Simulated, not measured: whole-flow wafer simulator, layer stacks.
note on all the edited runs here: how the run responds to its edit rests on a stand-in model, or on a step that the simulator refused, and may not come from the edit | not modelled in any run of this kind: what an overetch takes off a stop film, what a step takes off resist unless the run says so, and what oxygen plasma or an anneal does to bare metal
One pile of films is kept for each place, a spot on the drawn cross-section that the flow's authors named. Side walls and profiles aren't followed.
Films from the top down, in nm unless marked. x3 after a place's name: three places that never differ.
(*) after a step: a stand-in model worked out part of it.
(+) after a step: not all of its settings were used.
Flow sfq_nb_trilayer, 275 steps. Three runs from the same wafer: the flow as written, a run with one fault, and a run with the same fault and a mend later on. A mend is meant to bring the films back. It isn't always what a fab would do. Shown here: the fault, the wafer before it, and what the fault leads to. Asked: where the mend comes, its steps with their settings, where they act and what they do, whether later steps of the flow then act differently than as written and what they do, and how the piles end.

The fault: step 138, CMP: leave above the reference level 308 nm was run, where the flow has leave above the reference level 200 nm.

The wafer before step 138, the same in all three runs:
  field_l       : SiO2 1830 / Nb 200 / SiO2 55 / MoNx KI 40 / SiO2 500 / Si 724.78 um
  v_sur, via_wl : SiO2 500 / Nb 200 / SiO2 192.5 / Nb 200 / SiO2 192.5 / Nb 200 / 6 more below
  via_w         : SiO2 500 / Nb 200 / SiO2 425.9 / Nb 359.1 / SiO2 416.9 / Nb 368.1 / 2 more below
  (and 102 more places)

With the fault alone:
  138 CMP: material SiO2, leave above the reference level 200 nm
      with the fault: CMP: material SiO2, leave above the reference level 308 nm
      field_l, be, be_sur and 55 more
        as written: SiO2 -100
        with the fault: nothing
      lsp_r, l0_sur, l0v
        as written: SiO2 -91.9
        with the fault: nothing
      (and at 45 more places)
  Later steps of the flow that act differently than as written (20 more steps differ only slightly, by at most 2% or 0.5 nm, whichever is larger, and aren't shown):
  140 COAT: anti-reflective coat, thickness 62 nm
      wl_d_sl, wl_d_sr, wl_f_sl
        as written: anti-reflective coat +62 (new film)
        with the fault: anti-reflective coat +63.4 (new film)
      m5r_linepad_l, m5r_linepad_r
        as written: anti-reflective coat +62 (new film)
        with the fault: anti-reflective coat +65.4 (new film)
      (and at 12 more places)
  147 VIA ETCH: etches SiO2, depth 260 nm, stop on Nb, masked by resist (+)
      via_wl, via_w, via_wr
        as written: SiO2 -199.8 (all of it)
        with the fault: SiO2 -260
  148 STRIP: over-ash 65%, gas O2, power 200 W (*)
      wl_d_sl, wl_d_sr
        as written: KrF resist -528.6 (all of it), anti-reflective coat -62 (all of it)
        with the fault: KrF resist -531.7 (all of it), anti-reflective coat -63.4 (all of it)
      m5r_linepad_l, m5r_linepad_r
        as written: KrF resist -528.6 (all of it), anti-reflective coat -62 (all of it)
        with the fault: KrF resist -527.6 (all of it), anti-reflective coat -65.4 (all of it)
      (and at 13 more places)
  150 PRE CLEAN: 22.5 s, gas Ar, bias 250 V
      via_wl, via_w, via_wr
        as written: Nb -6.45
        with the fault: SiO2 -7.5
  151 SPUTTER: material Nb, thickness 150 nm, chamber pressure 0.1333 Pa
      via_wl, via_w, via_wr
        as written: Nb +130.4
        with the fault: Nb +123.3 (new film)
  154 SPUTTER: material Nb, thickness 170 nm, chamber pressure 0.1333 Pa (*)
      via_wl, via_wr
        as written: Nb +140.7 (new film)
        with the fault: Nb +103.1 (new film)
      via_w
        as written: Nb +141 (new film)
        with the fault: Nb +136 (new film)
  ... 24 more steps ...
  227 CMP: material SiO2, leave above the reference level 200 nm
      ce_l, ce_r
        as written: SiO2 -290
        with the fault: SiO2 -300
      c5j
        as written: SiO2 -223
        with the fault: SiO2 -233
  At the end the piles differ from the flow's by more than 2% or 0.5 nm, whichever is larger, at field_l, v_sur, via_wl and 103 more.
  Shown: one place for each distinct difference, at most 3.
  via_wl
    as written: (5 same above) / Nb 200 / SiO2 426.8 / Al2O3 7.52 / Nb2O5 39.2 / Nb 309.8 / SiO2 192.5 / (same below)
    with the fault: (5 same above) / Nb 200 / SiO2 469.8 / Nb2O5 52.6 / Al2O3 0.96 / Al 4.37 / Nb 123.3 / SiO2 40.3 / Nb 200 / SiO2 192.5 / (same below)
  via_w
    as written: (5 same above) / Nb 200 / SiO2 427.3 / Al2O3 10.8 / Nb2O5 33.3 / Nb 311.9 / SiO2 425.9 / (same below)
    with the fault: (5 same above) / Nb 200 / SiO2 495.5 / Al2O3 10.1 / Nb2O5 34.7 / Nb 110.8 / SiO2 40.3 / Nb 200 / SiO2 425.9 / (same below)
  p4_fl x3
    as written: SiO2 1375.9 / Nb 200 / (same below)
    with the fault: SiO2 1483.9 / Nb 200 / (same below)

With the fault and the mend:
  The mend comes after step 145.
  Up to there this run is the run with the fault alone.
  145a STRIP: over-ash 65%, gas O2, power 200 W (*)
      p4_fl x3, p4_w1 x3, p4_g1 x2
        KrF resist -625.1 (all of it), anti-reflective coat -62 (all of it)
      m0r_line_l, m0r_line_r, r5r_space_c, m6r_line_l, m6r_line_r, m7r_line_l, m7r_line_r
        KrF resist -626.5 (all of it), anti-reflective coat -62.2 (all of it)
      ce_r, sp_r, be_r, r_sur, res, l0r_line_r
        KrF resist -625.6 (all of it), anti-reflective coat -62.1 (all of it)
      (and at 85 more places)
  145b CMP: material SiO2, leave above the reference level 200 nm (the flow's step 138 once more)
      field_l, be, be_sur and 55 more
        SiO2 -100
      v_sur, via_wl, via_w and 42 more
        SiO2 -108
      lsp_r, l0_sur, l0v
        SiO2 -91.9
  145c COAT: anti-reflective coat, thickness 62 nm (the flow's step 140 once more)
      field_l, v_sur, via_wl and 103 more
        anti-reflective coat +62 (new film)
  145d COAT: KrF resist, thickness 650 nm (the flow's step 141 once more)
      field_l, v_sur, via_wl and 103 more
        KrF resist +650 (new film)
  145e SOFTBAKE: KrF resist (the flow's step 142 once more)
      changes no film at any place that is followed
  145f EXPOSE: photomask I4, dose 11.93 mJ/cm2, NA 0.6, wavelength 248 nm (*) (the flow's step 143 once more)
      changes no film at any place that is followed
  145g PEB: KrF resist, 90 s (the flow's step 144 once more)
      field_l, v_sur, via_wl and 103 more
        KrF resist -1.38
  145h DEVELOP: KrF resist, thickness 650 nm, 60 s (the flow's step 145 once more)
      field_l, v_sur, via_sp and 100 more
        KrF resist -23.5
      via_wl, via_w, via_wr
        KrF resist -648.6 (all of it)
  No later step of the flow acts differently than as written at any place that is followed.
  At the end the piles are the same as the flow's at every place that both follow.
